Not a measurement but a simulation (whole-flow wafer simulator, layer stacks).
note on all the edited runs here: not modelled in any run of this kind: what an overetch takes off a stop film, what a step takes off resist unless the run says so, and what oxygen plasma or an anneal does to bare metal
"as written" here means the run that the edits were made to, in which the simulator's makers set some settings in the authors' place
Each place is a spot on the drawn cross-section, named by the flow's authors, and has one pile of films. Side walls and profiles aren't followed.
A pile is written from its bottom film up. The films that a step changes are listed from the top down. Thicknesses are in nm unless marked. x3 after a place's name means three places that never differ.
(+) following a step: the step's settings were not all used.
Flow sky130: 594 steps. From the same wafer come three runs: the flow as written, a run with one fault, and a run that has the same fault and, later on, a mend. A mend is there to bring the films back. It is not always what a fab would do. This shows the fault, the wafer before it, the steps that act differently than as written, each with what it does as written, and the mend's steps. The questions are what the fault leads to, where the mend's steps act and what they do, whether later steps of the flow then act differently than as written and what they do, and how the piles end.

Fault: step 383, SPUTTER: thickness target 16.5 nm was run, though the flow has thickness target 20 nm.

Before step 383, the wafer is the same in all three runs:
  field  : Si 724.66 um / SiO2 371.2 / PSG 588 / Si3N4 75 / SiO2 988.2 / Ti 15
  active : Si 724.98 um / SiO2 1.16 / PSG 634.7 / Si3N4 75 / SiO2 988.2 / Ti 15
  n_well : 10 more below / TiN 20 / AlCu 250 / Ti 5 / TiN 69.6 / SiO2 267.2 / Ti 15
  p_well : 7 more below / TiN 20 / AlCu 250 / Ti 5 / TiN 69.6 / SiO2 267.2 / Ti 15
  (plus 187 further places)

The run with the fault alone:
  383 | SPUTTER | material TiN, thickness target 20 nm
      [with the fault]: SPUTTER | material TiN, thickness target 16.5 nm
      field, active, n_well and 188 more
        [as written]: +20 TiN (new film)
        [with the fault]: +16.5 TiN (new film)
  Steps later in the flow that act otherwise than as written (not shown: 15 more steps that differ only slightly, by at most 2% or 0.5 nm, whichever is larger):
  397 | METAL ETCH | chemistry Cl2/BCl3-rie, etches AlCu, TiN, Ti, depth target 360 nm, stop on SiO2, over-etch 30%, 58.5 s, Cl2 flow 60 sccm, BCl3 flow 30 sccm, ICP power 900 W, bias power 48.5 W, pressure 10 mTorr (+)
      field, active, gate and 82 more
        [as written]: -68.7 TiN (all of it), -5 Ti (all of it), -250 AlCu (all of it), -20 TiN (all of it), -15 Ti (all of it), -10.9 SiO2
        [with the fault]: -68.7 TiN (all of it), -5 Ti (all of it), -250 AlCu (all of it), -16.5 TiN (all of it), -15 Ti (all of it), -11.3 SiO2
  At n_well, p_well, gate_hv and 103 more, the piles at the end differ from the flow's by more than 2% or 0.5 nm, whichever is larger.
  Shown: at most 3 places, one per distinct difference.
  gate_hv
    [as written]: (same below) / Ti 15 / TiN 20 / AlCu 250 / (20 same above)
    [with the fault]: (same below) / Ti 15 / TiN 16.5 / AlCu 250 / (20 same above)
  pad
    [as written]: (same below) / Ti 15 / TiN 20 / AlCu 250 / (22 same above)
    [with the fault]: (same below) / Ti 15 / TiN 16.5 / AlCu 250 / (22 same above)
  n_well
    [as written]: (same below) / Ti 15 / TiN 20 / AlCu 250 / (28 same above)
    [with the fault]: (same below) / Ti 15 / TiN 16.5 / AlCu 250 / (28 same above)

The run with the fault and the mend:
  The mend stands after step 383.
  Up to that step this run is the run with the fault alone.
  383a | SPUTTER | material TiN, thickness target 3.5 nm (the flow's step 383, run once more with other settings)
      field, active, n_well and 188 more
        +3.5 TiN
  Later steps of the flow that are run all act as written at every place that is followed.
  By the end, the piles equal the flow's at every place that both follow.
